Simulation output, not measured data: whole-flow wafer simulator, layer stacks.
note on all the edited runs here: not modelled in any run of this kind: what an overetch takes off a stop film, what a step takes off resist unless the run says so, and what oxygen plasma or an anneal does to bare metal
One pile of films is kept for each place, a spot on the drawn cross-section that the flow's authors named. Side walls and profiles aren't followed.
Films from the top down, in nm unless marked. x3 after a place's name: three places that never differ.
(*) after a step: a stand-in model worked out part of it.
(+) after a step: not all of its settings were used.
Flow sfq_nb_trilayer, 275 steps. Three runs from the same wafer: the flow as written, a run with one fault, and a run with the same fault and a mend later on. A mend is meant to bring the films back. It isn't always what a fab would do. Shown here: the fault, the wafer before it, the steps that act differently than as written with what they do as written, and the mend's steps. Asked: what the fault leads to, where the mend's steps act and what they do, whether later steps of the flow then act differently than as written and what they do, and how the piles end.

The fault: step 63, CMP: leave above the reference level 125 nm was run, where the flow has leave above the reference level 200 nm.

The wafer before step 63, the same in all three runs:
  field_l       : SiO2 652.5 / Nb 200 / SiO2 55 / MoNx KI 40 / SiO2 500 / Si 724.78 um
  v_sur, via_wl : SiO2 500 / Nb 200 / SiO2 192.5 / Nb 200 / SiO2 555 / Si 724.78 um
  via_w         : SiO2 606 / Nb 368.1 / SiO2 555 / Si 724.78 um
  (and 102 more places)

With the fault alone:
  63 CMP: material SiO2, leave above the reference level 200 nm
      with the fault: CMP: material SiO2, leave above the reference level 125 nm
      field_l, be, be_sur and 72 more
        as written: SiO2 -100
        with the fault: SiO2 -175
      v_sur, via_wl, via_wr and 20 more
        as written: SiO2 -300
        with the fault: SiO2 -375
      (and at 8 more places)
  Later steps of the flow that act differently than as written (5 more steps differ only slightly, by at most 2% or 0.5 nm, whichever is larger, and aren't shown):
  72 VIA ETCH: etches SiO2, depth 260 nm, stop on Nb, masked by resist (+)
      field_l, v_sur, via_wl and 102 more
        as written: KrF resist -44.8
        with the fault: KrF resist -32.3
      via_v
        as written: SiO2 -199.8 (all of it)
        with the fault: SiO2 -124.8 (all of it)
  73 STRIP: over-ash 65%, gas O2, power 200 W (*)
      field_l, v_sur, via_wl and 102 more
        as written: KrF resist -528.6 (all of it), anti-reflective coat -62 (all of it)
        with the fault: KrF resist -541.1 (all of it), anti-reflective coat -62 (all of it)
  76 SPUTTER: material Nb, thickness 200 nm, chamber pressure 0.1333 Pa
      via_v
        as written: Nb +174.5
        with the fault: Nb +189.6
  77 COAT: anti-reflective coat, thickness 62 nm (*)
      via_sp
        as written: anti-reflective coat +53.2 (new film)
        with the fault: anti-reflective coat +54.8 (new film)
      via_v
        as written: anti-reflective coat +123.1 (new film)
        with the fault: anti-reflective coat +106 (new film)
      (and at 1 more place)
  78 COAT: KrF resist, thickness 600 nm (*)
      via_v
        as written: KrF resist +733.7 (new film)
        with the fault: KrF resist +672.8 (new film)
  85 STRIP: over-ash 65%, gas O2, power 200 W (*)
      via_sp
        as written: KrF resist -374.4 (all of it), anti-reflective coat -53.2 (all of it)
        with the fault: KrF resist -379.3 (all of it), anti-reflective coat -54.8 (all of it)
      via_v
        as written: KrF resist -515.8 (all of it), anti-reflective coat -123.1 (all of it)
        with the fault: KrF resist -455 (all of it), anti-reflective coat -106 (all of it)
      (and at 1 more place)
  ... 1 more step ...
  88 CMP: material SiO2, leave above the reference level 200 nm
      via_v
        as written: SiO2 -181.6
        with the fault: SiO2 -165.6
  At the end the piles differ from the flow's by more than 2% or 0.5 nm, whichever is larger, at field_l, v_sur, via_wl and 103 more.
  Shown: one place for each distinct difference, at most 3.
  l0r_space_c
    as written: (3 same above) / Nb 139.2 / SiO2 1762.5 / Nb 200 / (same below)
    with the fault: (3 same above) / Nb 139.2 / SiO2 1687.5 / Nb 200 / (same below)
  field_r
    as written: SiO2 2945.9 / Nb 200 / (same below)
    with the fault: SiO2 2870.9 / Nb 200 / (same below)
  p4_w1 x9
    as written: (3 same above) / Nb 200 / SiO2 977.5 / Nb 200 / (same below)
    with the fault: (3 same above) / Nb 200 / SiO2 902.5 / Nb 200 / (same below)

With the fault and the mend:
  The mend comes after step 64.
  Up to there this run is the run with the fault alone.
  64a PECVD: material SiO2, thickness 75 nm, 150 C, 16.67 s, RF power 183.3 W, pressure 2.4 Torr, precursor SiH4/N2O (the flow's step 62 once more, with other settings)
      field_l, v_sur, via_wl and 103 more
        SiO2 +75
  No later step of the flow acts differently than as written, at any place that is followed, by more than 2% or 0.5 nm, whichever is larger.
  At the end the piles differ from the flow's only slightly at the places that both follow, by at most 2% or 0.5 nm, whichever is larger.
